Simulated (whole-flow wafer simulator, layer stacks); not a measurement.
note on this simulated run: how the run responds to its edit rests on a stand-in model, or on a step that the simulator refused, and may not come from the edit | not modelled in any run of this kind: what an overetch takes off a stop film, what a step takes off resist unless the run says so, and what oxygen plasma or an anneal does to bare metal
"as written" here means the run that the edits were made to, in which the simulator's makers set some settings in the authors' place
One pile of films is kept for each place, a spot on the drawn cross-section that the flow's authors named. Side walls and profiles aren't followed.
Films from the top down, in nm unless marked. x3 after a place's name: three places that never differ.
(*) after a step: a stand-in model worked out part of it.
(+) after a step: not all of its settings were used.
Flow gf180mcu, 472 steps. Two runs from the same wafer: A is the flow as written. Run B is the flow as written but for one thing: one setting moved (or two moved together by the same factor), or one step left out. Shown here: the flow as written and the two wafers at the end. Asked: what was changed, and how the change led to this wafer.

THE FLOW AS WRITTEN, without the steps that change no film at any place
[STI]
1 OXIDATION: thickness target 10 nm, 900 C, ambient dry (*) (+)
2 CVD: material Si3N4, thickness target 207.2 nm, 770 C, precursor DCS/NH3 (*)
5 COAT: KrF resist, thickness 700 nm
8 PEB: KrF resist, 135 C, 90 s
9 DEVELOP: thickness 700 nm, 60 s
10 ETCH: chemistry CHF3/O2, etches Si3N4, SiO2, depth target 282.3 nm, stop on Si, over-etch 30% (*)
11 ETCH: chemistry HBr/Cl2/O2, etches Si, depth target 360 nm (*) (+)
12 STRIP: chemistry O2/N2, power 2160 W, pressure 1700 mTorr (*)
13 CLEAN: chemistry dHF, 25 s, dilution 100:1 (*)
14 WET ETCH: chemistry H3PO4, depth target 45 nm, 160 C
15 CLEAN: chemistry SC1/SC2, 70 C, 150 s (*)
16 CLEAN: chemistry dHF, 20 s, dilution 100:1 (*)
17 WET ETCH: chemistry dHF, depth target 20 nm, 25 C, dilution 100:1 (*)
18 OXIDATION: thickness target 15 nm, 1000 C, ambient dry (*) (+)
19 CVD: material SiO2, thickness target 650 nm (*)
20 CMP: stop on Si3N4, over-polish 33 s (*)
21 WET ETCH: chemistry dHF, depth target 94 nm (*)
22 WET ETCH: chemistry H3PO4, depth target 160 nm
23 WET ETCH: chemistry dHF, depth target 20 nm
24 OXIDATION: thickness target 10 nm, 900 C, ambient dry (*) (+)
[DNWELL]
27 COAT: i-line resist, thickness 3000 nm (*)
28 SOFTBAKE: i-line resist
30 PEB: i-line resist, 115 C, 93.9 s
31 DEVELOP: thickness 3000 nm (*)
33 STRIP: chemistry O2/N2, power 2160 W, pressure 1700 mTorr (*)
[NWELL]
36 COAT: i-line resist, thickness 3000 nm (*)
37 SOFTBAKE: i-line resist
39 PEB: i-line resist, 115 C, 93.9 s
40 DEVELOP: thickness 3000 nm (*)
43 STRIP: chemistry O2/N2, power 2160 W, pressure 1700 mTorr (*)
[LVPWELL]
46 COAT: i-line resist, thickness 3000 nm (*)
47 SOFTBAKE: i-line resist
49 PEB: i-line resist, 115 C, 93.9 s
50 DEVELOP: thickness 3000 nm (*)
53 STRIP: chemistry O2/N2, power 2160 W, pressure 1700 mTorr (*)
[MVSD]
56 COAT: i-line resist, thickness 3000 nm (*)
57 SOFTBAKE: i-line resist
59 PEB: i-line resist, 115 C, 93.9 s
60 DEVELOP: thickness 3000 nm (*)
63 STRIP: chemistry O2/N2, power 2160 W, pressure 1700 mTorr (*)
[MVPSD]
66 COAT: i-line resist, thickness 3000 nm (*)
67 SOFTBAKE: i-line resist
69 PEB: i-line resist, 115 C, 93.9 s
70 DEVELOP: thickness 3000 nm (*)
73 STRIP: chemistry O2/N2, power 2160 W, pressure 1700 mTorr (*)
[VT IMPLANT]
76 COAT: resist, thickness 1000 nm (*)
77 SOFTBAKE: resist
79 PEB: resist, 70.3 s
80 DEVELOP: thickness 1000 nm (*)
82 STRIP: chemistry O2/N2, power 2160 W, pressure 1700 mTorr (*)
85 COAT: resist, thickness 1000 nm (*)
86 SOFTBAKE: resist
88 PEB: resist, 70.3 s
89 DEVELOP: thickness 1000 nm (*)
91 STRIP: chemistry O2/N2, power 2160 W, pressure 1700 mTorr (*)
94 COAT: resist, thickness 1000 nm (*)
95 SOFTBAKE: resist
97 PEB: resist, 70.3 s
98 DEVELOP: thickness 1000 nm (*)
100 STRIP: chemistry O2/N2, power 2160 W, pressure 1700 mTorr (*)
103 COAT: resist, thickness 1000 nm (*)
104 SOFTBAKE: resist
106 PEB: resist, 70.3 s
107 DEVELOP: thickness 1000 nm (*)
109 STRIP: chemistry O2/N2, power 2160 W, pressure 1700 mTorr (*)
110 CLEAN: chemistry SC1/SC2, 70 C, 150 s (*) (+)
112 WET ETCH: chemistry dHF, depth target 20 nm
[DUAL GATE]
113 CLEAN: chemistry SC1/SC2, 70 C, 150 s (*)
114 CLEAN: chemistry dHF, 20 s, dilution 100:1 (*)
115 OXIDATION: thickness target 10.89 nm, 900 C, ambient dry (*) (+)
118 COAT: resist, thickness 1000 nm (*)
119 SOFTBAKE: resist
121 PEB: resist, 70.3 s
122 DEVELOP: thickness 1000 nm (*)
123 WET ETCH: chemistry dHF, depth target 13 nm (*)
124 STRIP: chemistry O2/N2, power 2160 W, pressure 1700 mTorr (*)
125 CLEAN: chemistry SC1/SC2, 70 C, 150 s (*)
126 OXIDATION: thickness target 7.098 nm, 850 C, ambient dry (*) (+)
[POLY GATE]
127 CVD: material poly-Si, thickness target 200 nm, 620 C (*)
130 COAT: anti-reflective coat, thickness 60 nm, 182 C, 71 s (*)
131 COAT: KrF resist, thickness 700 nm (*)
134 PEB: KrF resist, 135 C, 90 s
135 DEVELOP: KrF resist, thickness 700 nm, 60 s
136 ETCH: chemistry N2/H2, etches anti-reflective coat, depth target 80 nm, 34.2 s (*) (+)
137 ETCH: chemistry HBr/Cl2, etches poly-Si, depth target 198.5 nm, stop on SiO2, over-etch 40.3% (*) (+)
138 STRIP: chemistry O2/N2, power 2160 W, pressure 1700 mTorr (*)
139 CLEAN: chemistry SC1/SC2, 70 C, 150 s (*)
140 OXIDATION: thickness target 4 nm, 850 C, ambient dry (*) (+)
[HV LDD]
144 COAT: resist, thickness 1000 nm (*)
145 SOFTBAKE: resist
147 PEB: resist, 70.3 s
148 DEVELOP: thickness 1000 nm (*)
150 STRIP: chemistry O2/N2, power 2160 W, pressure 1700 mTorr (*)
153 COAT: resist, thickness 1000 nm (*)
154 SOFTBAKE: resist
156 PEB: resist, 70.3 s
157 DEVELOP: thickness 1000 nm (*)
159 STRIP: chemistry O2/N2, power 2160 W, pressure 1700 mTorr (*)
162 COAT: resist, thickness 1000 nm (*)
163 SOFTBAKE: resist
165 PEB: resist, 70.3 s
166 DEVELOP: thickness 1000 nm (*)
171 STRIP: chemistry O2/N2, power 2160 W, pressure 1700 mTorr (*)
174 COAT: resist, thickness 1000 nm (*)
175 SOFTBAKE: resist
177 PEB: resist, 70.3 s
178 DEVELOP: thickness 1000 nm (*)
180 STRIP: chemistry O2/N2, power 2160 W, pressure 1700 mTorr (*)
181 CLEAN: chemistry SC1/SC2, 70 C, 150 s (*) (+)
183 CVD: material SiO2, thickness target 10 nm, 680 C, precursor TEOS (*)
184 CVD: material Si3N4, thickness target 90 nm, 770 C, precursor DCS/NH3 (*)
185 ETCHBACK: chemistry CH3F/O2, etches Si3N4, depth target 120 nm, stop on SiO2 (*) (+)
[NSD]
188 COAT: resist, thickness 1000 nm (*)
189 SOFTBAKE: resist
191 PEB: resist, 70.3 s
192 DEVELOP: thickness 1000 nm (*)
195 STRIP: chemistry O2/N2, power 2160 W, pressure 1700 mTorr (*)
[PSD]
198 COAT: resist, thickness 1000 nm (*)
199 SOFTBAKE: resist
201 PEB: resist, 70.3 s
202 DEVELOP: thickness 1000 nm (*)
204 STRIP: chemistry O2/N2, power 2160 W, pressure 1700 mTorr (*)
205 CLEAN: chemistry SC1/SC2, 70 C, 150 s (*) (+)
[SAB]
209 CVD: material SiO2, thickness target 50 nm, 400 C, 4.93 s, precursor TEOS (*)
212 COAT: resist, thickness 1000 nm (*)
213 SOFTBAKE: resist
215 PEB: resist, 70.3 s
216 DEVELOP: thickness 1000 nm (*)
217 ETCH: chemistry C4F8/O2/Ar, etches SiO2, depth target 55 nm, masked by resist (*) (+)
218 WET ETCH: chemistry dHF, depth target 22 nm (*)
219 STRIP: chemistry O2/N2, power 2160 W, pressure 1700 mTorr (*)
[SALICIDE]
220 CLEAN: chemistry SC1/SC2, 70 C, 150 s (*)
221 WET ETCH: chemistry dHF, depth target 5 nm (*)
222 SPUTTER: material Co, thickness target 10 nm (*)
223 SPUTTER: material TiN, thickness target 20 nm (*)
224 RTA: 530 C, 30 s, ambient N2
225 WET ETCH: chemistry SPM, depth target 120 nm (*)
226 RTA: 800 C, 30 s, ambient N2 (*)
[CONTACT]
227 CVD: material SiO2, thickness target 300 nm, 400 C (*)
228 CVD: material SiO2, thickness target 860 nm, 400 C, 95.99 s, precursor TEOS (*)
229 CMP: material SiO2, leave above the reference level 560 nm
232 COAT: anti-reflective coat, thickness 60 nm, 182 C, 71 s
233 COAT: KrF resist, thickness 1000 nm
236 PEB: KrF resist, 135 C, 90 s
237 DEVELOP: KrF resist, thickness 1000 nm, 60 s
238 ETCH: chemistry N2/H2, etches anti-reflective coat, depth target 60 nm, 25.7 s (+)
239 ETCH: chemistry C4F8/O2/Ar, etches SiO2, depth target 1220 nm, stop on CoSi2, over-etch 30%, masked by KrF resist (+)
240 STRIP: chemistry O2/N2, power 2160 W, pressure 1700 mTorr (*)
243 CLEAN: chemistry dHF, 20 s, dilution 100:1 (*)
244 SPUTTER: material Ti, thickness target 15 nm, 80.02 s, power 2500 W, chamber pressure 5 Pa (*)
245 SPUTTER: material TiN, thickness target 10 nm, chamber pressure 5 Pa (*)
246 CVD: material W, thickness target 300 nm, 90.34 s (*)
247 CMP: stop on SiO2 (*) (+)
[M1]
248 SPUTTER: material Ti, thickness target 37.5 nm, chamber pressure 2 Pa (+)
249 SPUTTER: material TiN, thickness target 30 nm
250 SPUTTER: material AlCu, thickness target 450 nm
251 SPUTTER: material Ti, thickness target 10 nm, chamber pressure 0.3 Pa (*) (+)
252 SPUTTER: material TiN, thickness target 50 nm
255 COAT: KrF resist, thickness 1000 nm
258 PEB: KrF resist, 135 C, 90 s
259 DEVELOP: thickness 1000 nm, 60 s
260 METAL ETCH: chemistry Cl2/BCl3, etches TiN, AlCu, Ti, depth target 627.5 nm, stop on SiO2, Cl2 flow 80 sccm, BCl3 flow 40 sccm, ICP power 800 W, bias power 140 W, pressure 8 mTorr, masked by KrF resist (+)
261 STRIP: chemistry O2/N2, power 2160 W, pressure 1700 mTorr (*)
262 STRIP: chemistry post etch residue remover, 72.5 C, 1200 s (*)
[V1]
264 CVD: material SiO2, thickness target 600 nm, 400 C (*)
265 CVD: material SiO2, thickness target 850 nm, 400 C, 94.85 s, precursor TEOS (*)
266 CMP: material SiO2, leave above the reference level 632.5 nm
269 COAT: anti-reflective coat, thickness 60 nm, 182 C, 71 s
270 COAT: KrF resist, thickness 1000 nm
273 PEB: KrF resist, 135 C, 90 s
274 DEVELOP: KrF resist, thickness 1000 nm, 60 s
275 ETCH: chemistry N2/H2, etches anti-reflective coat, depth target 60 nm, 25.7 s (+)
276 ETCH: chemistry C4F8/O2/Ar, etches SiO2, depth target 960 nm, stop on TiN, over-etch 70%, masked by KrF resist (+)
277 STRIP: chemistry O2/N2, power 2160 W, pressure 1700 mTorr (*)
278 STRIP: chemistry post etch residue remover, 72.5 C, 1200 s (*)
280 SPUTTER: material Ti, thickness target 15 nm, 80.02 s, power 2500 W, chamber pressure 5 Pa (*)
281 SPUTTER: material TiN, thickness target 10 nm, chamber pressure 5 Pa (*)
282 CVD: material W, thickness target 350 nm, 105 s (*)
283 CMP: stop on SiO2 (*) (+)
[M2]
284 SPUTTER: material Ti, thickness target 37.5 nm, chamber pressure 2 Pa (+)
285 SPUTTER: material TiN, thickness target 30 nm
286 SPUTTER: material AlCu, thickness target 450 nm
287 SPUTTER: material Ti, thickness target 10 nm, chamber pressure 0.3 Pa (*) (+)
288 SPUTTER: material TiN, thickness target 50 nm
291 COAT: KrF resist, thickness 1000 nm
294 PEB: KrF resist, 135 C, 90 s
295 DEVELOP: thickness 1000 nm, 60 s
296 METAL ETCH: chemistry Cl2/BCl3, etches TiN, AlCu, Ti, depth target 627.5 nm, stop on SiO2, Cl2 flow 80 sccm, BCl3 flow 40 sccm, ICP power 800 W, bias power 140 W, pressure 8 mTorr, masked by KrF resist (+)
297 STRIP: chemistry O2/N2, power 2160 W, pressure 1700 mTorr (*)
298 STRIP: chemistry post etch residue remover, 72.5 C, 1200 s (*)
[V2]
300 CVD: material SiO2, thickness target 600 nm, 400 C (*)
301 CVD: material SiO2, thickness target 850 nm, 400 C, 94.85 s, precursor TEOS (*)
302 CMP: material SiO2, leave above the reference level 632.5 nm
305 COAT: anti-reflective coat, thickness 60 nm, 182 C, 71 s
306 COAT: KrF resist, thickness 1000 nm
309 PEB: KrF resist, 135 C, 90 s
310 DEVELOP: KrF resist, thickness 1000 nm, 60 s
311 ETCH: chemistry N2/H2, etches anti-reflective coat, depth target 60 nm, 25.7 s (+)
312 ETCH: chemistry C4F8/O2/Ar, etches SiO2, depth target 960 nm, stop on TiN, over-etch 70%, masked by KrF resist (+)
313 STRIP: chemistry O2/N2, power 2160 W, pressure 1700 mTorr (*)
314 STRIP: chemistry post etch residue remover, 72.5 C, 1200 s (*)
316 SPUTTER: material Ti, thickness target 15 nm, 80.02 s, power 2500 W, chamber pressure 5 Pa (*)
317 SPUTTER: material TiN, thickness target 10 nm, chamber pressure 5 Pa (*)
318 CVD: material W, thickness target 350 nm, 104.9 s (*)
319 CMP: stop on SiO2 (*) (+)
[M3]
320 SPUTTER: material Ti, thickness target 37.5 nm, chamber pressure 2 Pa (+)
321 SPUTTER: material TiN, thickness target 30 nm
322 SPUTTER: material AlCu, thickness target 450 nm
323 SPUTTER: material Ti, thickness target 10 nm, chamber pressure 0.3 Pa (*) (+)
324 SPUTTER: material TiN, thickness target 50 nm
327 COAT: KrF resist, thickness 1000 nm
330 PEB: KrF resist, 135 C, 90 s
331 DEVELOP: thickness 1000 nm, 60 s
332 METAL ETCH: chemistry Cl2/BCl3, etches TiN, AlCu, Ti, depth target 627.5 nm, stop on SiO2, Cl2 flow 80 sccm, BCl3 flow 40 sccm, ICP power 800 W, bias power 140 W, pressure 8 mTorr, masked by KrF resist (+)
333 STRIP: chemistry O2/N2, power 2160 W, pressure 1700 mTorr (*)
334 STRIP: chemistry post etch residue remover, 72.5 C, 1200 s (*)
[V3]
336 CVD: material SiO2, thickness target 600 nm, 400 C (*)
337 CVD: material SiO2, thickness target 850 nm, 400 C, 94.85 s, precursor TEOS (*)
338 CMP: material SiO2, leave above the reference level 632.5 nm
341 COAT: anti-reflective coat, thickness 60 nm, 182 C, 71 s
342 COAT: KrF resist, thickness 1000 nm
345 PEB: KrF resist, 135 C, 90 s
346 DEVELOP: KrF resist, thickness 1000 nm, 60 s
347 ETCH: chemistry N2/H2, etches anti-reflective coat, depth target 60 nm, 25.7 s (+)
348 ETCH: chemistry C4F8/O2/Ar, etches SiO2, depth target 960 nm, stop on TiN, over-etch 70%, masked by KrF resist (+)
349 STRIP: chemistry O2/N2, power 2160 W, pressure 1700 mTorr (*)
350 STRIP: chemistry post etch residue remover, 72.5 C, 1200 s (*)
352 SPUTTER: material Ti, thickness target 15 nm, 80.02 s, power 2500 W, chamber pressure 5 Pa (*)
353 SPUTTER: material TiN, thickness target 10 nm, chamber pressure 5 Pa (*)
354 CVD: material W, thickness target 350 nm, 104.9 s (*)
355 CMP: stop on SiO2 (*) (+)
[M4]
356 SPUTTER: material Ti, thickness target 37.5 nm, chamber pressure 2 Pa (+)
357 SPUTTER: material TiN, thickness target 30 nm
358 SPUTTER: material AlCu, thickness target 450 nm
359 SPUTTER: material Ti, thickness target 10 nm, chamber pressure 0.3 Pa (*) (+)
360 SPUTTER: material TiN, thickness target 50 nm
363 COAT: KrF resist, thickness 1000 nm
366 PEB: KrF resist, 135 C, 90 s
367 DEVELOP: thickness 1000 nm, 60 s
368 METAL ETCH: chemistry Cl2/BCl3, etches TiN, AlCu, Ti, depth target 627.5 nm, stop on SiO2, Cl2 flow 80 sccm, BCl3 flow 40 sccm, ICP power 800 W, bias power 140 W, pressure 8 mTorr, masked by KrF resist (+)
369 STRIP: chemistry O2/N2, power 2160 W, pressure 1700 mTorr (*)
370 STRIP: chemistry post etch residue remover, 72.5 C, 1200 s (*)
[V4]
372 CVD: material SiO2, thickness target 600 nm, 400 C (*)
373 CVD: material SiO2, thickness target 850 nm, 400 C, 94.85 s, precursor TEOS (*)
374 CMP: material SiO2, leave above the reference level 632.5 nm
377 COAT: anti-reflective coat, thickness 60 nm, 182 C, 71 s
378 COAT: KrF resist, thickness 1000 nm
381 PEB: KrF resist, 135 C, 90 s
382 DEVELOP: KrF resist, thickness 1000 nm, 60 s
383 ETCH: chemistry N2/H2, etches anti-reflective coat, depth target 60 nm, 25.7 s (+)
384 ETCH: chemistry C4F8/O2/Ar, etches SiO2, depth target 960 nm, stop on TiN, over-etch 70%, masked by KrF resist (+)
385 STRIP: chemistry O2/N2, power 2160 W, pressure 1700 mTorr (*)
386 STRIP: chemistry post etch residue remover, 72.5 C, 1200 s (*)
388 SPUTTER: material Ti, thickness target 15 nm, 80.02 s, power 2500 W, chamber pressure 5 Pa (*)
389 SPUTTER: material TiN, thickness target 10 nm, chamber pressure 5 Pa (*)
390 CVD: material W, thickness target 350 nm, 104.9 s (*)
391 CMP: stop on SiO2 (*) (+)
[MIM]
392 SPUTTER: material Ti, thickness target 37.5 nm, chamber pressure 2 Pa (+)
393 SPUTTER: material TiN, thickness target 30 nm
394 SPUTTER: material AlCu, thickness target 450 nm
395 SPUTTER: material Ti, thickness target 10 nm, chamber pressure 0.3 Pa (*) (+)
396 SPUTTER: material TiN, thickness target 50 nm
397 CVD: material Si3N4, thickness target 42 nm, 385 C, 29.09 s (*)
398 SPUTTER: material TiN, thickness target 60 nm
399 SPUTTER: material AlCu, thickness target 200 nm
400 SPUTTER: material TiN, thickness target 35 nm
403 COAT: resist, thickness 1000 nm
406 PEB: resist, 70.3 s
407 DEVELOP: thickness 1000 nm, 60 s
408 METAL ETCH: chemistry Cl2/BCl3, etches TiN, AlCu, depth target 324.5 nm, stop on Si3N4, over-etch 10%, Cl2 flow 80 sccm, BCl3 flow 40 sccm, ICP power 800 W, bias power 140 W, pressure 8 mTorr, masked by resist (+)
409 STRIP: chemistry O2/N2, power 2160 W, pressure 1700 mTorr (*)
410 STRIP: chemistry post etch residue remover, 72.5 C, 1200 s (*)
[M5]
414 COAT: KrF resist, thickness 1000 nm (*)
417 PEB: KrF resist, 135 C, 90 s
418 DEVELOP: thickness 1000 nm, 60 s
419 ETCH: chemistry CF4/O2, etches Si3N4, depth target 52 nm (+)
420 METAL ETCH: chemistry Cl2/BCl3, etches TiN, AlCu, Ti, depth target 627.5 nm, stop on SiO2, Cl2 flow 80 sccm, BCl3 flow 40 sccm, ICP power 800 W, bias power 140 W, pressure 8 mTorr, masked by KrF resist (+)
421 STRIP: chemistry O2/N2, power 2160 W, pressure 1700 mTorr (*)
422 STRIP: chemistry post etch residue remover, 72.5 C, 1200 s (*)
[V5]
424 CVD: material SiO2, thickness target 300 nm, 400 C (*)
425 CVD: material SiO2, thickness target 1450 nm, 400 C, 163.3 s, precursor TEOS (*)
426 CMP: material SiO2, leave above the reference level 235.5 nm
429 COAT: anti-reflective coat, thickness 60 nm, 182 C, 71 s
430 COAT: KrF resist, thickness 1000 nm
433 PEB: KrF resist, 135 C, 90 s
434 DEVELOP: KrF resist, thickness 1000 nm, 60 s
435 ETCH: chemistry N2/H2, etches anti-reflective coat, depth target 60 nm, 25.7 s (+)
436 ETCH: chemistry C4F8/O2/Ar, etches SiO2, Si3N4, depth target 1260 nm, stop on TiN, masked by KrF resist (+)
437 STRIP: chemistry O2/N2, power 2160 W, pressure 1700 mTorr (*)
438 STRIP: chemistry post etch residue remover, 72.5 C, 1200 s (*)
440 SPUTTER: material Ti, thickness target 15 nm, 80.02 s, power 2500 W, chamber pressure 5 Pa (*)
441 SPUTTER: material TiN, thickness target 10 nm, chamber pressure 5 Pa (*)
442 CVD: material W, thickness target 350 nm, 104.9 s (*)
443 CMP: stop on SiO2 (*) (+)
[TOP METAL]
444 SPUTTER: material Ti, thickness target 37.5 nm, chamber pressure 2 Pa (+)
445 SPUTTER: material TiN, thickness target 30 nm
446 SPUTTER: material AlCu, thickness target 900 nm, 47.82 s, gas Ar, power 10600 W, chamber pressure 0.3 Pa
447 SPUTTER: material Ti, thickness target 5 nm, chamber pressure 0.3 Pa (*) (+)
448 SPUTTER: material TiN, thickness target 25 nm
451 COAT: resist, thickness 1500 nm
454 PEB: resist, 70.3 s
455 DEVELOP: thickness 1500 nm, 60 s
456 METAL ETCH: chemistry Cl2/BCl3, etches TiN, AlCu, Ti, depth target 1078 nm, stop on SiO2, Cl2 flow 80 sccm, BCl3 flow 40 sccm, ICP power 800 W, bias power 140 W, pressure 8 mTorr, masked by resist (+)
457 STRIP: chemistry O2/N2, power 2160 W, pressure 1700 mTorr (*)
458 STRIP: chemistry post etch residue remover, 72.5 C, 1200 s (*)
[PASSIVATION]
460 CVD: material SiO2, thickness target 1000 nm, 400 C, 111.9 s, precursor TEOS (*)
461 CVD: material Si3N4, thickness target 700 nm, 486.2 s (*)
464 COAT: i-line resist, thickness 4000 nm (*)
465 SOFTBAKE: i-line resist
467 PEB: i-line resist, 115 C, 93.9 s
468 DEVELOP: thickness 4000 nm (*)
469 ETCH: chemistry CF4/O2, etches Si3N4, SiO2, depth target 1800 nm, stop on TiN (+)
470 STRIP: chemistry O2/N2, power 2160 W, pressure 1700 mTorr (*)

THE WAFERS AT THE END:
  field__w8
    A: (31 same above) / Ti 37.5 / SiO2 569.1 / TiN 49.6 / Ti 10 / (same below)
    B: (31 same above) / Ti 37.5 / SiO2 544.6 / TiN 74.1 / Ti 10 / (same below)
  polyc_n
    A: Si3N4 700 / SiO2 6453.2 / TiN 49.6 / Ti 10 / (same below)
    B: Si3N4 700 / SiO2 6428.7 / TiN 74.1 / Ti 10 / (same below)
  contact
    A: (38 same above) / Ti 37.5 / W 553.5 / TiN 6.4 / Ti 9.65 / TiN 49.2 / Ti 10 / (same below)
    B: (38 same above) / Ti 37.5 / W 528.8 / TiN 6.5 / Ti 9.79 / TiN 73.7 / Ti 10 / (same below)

The cause: step 252, SPUTTER: thickness target 74.5 nm was run, where the flow has thickness target 50 nm.

How the change led to this, step by step:
  252 SPUTTER: material TiN, thickness target 50 nm
      field, field__w1, field__w2 and 108 more: A TiN +50 (new film) | B TiN +74.5 (new film)
  260 METAL ETCH: chemistry Cl2/BCl3, etches TiN, AlCu, Ti, depth target 627.5 nm, stop on SiO2, Cl2 flow 80 sccm, BCl3 flow 40 sccm, ICP power 800 W, bias power 140 W, pressure 8 mTorr, masked by KrF resist (+)
      field, field__w1, field__w2 and 99 more: A TiN -50 (all of it), Ti -10 (all of it), AlCu -450 (all of it), TiN -30 (all of it), Ti -37.5 (all of it) | B TiN -74.5 (all of it), Ti -10 (all of it), AlCu -450 (all of it), TiN -30 (all of it), Ti -37.5 (all of it)
  266 CMP: material SiO2, leave above the reference level 632.5 nm
      field__w8, contact, m1 and 6 more: A SiO2 -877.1 | B SiO2 -901.6
  276 ETCH: chemistry C4F8/O2/Ar, etches SiO2, depth target 960 nm, stop on TiN, over-etch 70%, masked by KrF resist (+)
      field, field__w1, field__w2 and 107 more: A KrF resist -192 | B KrF resist -186.3
      contact: A SiO2 -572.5 (all of it) | B SiO2 -548 (all of it)
  282 CVD: material W, thickness target 350 nm, 105 s (*)
      contact: A W +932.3 (new film) | B W +907.6 (new film)
